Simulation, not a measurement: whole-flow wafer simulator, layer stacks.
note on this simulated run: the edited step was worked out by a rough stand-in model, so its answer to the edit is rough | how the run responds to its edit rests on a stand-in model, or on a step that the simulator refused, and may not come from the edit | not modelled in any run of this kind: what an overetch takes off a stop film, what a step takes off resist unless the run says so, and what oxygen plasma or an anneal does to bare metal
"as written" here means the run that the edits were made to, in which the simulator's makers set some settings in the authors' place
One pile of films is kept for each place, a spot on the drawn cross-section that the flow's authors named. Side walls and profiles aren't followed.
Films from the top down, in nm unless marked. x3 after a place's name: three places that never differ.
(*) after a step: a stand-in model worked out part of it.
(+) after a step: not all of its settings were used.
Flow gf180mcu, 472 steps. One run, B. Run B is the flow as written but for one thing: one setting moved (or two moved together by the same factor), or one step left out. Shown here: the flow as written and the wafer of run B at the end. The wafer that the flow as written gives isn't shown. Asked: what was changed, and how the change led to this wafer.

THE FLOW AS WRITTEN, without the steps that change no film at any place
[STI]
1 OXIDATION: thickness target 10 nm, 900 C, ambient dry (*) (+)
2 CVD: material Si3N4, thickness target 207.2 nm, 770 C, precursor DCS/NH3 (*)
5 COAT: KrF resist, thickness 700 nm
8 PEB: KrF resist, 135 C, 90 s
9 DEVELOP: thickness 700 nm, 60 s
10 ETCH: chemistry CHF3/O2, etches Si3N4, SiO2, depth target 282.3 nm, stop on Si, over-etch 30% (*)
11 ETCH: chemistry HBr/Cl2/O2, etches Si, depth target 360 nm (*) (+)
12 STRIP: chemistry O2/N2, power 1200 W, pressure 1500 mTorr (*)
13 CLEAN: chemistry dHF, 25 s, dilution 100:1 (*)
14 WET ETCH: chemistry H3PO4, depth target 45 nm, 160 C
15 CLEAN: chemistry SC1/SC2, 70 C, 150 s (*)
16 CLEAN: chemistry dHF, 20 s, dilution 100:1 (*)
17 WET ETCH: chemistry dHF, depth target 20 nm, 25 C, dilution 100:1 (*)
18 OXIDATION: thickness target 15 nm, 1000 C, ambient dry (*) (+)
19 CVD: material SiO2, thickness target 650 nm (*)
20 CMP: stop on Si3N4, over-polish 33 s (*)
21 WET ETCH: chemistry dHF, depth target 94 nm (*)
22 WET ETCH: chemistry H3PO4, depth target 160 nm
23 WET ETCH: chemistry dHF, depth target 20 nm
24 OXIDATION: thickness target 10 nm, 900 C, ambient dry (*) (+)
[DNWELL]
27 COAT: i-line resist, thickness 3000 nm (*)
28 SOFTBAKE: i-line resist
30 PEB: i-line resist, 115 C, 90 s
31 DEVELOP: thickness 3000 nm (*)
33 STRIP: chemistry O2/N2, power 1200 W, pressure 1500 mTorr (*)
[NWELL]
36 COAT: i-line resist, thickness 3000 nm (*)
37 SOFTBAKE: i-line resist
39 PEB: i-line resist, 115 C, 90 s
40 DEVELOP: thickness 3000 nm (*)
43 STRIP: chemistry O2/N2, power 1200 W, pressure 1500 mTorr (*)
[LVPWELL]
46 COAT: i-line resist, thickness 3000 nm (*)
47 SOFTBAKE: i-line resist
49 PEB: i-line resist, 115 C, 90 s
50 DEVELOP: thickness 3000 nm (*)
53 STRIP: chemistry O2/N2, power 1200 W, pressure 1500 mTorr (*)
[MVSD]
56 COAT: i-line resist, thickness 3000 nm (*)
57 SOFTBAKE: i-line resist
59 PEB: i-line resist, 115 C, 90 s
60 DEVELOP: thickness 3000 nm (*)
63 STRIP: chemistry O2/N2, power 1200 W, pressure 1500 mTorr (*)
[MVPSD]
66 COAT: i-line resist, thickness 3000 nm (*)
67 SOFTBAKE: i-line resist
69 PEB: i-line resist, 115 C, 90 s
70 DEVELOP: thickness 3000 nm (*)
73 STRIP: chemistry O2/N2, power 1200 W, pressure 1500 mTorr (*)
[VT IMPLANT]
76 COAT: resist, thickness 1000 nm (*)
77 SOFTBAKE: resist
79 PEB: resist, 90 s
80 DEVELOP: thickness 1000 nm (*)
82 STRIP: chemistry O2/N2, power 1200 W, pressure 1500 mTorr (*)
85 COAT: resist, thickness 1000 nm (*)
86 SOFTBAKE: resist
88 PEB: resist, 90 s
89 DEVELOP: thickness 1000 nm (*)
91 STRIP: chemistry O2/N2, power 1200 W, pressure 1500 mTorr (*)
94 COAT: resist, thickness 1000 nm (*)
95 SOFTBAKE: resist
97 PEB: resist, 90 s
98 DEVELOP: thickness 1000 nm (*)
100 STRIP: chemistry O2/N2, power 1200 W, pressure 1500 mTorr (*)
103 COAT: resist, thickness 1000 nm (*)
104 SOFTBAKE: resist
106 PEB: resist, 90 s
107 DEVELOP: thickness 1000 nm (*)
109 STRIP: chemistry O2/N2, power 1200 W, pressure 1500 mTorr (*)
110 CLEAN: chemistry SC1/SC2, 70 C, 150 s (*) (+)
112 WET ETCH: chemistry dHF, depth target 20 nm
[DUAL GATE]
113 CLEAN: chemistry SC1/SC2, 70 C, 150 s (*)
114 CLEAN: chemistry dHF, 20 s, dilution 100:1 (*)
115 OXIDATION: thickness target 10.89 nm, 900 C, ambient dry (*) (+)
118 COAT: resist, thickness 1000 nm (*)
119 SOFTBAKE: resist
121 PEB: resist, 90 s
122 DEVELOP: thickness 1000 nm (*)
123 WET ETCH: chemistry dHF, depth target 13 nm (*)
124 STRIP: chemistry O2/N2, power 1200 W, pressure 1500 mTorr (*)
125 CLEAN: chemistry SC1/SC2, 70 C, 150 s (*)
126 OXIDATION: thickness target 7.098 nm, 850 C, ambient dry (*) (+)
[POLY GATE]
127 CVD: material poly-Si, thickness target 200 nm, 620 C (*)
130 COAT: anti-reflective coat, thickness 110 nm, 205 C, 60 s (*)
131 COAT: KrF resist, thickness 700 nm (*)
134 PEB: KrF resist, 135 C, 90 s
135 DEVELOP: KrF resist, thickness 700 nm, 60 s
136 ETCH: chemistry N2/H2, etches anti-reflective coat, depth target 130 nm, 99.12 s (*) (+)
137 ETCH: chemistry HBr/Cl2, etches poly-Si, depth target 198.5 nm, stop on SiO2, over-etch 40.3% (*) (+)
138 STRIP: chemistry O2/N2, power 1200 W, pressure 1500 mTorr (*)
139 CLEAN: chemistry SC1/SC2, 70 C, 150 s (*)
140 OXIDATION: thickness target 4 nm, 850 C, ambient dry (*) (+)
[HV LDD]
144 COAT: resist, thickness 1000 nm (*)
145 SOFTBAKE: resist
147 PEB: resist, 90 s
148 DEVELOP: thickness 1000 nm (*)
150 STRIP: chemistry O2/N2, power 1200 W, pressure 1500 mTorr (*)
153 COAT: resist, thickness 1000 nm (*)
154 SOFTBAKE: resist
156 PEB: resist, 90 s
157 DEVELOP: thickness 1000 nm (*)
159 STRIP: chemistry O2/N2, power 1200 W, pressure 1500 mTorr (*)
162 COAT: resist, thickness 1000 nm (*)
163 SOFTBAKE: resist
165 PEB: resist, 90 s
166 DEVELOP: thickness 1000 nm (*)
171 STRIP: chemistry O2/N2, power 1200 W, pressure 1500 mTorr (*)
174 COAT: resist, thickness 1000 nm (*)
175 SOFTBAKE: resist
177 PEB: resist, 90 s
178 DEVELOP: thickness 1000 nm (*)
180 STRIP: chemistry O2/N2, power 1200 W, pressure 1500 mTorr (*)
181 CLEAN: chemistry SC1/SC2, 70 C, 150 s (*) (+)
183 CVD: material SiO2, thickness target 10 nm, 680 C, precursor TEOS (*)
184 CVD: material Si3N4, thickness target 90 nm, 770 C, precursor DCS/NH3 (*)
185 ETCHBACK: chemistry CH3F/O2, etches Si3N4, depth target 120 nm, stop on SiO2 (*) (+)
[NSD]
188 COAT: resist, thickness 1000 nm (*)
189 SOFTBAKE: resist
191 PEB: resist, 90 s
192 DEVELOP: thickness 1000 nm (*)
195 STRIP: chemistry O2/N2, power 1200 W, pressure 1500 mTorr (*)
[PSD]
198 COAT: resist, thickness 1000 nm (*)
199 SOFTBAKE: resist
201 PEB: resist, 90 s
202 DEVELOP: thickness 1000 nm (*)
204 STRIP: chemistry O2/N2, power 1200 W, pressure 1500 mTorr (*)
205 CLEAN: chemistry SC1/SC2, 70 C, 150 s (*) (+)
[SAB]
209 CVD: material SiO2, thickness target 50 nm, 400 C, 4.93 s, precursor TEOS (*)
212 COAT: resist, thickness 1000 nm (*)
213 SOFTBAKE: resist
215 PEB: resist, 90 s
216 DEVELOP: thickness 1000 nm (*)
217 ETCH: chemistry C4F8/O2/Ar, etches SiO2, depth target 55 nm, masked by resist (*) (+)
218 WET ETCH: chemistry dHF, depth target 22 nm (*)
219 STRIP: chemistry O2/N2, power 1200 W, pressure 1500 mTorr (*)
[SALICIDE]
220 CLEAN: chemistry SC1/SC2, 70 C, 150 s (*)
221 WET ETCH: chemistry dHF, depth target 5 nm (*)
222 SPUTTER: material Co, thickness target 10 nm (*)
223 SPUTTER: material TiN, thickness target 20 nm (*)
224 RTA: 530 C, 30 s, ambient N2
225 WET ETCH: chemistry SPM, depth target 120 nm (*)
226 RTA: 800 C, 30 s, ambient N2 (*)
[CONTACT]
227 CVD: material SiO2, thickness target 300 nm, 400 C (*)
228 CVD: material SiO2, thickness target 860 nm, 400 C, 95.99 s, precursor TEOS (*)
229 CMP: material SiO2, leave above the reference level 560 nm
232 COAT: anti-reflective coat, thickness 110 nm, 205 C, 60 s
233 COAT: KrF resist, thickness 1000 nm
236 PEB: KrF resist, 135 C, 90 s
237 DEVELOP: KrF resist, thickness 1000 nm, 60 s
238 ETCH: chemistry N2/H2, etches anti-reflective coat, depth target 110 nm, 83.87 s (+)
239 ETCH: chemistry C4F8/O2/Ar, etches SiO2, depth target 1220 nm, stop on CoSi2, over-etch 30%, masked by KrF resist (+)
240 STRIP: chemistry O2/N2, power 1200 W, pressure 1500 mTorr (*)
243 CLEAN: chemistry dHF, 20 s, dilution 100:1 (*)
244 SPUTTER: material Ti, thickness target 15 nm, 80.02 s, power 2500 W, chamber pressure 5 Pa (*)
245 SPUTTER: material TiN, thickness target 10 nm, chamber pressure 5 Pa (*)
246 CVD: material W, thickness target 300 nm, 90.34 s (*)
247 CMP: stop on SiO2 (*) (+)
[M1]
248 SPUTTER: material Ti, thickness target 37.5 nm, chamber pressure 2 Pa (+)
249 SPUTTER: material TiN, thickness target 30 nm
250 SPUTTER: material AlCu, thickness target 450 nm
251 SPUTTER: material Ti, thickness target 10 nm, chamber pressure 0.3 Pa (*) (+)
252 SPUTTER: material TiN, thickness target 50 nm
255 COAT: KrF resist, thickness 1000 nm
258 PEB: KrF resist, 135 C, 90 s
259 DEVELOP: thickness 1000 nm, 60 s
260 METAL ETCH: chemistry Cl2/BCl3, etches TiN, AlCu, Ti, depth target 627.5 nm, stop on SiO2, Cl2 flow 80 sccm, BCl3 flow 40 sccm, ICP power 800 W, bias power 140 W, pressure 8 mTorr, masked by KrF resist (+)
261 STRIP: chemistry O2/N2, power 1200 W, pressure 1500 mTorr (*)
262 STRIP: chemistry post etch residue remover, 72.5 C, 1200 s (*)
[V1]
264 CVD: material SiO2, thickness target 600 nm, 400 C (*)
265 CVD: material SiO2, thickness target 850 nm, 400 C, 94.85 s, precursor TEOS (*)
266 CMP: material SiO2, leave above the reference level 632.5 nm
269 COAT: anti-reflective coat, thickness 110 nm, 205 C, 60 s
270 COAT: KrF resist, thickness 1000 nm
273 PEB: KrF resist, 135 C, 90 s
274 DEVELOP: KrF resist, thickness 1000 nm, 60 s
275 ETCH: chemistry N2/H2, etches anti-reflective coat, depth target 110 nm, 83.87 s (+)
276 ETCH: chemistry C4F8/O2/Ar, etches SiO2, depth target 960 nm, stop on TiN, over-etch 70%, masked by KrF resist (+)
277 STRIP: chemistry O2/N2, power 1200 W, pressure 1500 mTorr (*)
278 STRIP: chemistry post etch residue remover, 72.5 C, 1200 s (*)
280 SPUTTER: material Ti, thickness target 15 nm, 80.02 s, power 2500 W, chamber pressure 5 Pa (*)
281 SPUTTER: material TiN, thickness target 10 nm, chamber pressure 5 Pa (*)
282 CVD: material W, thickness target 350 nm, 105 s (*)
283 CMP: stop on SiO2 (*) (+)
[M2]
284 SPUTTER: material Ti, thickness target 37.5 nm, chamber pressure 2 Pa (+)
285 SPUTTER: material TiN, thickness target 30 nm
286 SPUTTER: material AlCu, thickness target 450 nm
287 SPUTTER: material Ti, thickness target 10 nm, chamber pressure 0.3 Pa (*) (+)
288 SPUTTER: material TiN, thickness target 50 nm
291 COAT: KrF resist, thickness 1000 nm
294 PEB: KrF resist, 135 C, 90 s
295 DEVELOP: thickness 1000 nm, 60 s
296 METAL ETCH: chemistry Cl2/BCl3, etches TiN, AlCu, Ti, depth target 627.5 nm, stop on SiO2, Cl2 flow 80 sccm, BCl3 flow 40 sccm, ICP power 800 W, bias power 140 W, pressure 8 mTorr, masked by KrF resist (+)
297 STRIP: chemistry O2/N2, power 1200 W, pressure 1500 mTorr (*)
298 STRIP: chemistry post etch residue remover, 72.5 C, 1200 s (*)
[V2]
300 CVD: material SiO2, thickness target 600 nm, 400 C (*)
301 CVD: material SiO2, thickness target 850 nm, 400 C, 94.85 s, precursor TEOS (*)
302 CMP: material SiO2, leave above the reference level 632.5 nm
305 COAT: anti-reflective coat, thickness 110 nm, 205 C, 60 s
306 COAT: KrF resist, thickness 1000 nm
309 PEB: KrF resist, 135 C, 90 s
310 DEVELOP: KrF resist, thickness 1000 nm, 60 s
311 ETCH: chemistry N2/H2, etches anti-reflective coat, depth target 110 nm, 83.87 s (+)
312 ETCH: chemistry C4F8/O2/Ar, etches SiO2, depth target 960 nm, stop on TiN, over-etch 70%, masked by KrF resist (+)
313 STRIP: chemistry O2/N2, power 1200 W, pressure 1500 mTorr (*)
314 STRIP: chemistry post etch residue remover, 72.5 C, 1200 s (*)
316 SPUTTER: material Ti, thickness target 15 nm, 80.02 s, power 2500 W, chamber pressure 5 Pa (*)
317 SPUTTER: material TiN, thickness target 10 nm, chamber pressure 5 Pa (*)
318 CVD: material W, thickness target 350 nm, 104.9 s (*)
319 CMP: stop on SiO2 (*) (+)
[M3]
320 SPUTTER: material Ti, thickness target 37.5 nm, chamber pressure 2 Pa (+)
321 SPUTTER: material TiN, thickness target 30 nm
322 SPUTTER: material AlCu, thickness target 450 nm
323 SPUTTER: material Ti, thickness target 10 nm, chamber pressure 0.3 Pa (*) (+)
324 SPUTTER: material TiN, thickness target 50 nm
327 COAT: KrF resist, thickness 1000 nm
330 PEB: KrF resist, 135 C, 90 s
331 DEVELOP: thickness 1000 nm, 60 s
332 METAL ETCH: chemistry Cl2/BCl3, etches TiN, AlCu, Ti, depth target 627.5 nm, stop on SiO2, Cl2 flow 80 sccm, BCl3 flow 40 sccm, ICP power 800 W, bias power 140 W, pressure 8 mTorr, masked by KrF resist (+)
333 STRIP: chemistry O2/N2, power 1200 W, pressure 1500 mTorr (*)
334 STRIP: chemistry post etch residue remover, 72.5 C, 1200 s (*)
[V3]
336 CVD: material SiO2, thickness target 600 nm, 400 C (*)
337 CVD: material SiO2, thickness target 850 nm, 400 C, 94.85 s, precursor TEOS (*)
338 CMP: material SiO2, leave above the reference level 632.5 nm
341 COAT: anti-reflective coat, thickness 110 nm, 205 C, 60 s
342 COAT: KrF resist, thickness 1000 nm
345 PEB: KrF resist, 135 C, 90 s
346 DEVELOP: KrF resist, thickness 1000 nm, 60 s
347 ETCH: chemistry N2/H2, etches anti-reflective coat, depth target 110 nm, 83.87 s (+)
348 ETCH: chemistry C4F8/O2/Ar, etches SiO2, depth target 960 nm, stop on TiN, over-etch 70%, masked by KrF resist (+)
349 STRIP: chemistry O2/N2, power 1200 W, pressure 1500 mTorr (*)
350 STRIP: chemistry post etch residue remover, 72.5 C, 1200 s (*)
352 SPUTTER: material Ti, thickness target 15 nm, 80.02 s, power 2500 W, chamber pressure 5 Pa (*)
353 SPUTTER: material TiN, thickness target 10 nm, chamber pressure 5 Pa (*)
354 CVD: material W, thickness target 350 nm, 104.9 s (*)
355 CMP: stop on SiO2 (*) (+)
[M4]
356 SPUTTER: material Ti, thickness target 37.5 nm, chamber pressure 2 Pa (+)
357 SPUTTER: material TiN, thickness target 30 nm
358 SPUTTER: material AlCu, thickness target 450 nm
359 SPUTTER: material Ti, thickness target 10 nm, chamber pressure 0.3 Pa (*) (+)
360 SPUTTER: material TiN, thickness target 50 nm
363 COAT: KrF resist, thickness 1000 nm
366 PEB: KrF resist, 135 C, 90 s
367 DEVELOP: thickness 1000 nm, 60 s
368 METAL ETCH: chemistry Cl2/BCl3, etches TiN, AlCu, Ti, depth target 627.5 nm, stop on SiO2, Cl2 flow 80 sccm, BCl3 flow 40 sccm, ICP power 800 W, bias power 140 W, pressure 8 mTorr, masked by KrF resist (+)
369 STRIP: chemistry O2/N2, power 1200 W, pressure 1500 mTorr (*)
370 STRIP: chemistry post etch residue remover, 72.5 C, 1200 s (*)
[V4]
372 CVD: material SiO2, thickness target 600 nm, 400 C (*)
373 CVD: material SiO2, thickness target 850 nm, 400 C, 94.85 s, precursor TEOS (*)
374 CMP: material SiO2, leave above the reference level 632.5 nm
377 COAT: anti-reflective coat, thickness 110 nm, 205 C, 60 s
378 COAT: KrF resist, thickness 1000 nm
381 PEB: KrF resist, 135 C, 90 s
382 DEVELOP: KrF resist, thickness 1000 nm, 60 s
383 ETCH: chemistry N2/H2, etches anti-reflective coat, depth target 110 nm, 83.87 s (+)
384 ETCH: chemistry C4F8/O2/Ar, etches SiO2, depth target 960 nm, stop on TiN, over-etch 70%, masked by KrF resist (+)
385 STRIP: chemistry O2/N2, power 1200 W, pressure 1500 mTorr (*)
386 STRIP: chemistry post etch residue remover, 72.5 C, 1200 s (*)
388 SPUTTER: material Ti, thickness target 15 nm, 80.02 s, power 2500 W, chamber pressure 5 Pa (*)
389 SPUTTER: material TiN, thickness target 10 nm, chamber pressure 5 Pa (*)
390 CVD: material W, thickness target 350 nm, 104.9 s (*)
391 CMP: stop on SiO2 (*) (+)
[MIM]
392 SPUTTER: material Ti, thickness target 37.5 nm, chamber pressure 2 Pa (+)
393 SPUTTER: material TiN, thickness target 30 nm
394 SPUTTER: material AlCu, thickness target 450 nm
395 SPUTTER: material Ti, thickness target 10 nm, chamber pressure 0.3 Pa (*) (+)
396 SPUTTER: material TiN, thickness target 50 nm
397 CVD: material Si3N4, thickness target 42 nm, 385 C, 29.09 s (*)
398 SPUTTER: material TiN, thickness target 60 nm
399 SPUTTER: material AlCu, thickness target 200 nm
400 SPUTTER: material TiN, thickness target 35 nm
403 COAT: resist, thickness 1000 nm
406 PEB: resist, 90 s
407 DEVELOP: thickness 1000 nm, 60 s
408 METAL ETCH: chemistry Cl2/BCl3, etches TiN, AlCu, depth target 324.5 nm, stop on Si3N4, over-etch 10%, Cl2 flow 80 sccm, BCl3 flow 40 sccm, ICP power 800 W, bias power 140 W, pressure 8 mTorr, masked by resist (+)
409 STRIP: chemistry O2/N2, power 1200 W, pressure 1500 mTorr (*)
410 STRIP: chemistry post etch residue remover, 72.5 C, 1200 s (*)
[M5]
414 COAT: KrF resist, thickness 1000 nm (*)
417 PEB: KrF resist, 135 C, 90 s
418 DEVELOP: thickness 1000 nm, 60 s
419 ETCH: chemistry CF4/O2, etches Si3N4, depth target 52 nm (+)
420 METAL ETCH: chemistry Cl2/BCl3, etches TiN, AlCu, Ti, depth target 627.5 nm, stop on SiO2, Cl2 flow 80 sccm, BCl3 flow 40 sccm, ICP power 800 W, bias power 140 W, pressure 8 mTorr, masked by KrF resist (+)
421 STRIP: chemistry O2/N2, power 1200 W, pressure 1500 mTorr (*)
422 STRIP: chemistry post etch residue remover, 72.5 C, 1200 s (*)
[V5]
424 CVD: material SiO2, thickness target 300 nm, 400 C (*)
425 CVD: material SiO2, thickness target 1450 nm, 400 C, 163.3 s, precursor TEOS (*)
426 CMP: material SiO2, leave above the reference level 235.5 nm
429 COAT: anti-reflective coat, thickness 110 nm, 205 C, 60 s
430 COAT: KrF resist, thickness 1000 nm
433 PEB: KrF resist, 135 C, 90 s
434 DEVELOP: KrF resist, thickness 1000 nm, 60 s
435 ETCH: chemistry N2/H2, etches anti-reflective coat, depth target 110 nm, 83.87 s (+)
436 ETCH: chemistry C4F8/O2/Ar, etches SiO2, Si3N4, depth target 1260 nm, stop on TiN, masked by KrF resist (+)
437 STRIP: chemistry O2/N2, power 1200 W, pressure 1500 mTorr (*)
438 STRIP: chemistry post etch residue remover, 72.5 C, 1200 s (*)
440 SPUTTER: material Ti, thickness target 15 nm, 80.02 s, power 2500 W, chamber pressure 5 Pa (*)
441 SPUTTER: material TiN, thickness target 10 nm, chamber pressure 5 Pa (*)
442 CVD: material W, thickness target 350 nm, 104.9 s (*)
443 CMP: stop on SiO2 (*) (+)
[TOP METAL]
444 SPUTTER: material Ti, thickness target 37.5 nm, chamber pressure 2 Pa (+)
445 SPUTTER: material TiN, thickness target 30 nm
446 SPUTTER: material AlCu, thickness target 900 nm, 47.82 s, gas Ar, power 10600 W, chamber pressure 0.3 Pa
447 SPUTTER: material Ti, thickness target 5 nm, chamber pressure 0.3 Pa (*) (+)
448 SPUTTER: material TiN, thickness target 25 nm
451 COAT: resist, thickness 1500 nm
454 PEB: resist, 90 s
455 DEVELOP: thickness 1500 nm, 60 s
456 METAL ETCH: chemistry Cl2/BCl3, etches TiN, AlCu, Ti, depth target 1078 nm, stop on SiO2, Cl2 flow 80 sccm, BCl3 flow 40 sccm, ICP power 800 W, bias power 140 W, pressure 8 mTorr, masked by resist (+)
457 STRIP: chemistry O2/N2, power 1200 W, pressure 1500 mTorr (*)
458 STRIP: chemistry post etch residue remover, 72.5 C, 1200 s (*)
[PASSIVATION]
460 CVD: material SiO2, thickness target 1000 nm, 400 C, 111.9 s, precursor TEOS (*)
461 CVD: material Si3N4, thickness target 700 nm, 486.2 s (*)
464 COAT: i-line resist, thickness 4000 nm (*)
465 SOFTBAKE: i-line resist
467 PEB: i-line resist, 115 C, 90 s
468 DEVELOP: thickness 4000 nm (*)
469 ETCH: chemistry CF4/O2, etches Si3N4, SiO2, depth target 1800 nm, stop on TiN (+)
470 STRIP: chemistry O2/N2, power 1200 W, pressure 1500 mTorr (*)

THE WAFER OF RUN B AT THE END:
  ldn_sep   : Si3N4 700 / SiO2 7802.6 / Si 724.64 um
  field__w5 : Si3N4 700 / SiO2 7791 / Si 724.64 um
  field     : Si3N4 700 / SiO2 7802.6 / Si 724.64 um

The cause: step 425, CVD: thickness target 725 nm was run, where the flow has thickness target 1450 nm.

How the change led to this, step by step:
  425 CVD: material SiO2, thickness target 1450 nm, 400 C, 163.3 s, precursor TEOS (*)
      field, field__w1, field__w4 and 100 more: SiO2 +725 (as written it would be: SiO2 +1450)
      field__w2, field__w3, field__w12 and 6 more: SiO2 +711.5 (as written it would be: SiO2 +1421.8)
  426 CMP: material SiO2, leave above the reference level 235.5 nm
      field, field__w1, field__w5 and 92 more: nothing (as written it would be: SiO2 -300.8)
      field__w2, field__w3, field__w12 and 6 more: nothing (as written it would be: SiO2 -272.7)
      (and at 8 more places)
  429 COAT: anti-reflective coat, thickness 110 nm, 205 C, 60 s
      p_well, sti, spacer, sd_n, pad, dice_street: anti-reflective coat +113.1 (new film) (as written it would be: anti-reflective coat +110 (new film))
      gate, gate_p_hv, nplus_u: anti-reflective coat +114.9 (new film) (as written it would be: anti-reflective coat +110 (new film))
      (and at 52 more places)
  430 COAT: KrF resist, thickness 1000 nm
      field: KrF resist +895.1 (new film) (as written it would be: KrF resist +1000 (new film))
      field__w2: KrF resist +1077.3 (new film) (as written it would be: KrF resist +1000 (new film))
      (and at 36 more places)
  433 PEB: KrF resist, 135 C, 90 s
      field_sub__w5, nw_enc_fld_lv__w4: KrF resist -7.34 (as written it would be: KrF resist -6.68)
      contact, nw_sep_fld: KrF resist -4.36 (as written it would be: KrF resist -6.68)
      (and at 24 more places)
  434 DEVELOP: KrF resist, thickness 1000 nm, 60 s
      contact: KrF resist -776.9 (all of it) (as written it would be: KrF resist -993.3 (all of it))
  435 ETCH: chemistry N2/H2, etches anti-reflective coat, depth target 110 nm, 83.87 s (+)
      contact: anti-reflective coat -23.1 (all of it), SiO2 -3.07 (as written it would be: anti-reflective coat -110 (all of it), SiO2 -0.85)
  437 STRIP: chemistry O2/N2, power 1200 W, pressure 1500 mTorr (*)
      p_well, sti, spacer, sd_n, pad, dice_street: KrF resist -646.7 (all of it), anti-reflective coat -113.1 (all of it) (as written it would be: KrF resist -646.9 (all of it), anti-reflective coat -110 (all of it))
      field: KrF resist -543.3 (all of it), anti-reflective coat -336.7 (all of it) (as written it would be: KrF resist -646.9 (all of it), anti-reflective coat -110 (all of it))
      (and at 53 more places)
  440 SPUTTER: material Ti, thickness target 15 nm, 80.02 s, power 2500 W, chamber pressure 5 Pa (*)
      field__w2: Ti +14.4 (new film) (as written it would be: Ti +15 (new film))
      contact: Ti +10.4 (new film) (as written it would be: Ti +8.12 (new film))
  441 SPUTTER: material TiN, thickness target 10 nm, chamber pressure 5 Pa (*)
      contact: TiN +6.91 (new film) (as written it would be: TiN +5.38 (new film))
  442 CVD: material W, thickness target 350 nm, 104.9 s (*)
      contact: W +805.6 (new film) (as written it would be: W +1233.6 (new film))
  443 CMP: stop on SiO2 (*) (+)
      field__w3, field__w12, npoly_sal, ppoly_sal, nw_sep_fld, gate_hv5, gate_p_hv5, sti_nw: W -350 (all of it), TiN -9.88 (all of it), Ti -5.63 (as written it would be: W -350 (all of it), TiN -10 (all of it), Ti -15 (all of it), SiO2 -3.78)
      field__w2: W -350.1 (all of it), TiN -9.58 (all of it), Ti -5.21 (as written it would be: W -350 (all of it), TiN -10 (all of it), Ti -15 (all of it), SiO2 -3.78)
      (and at 102 more places)
  444 SPUTTER: material Ti, thickness target 37.5 nm, chamber pressure 2 Pa (+)
      field__w2, field__w3, field__w12 and 6 more: Ti +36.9 (as written it would be: Ti +37.5 (new film))
  445 SPUTTER: material TiN, thickness target 30 nm
      field__w2, field__w3, field__w12 and 6 more: TiN +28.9 (new film) (as written it would be: TiN +30 (new film))
  446 SPUTTER: material AlCu, thickness target 900 nm, 47.82 s, gas Ar, power 10600 W, chamber pressure 0.3 Pa
      field__w2, field__w3, field__w12 and 6 more: AlCu +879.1 (new film) (as written it would be: AlCu +900 (new film))
  447 SPUTTER: material Ti, thickness target 5 nm, chamber pressure 0.3 Pa (*) (+)
      field__w2: Ti +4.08 (new film) (as written it would be: Ti +5 (new film))
  ... 10 more steps ...
  470 STRIP: chemistry O2/N2, power 1200 W, pressure 1500 mTorr (*)
      field__w8, m1__w1: i-line resist -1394 (all of it) (as written it would be: i-line resist -1787.7 (all of it))
      m1: i-line resist -1413.1 (all of it) (as written it would be: i-line resist -1812 (all of it))
      (and at 3 more places)
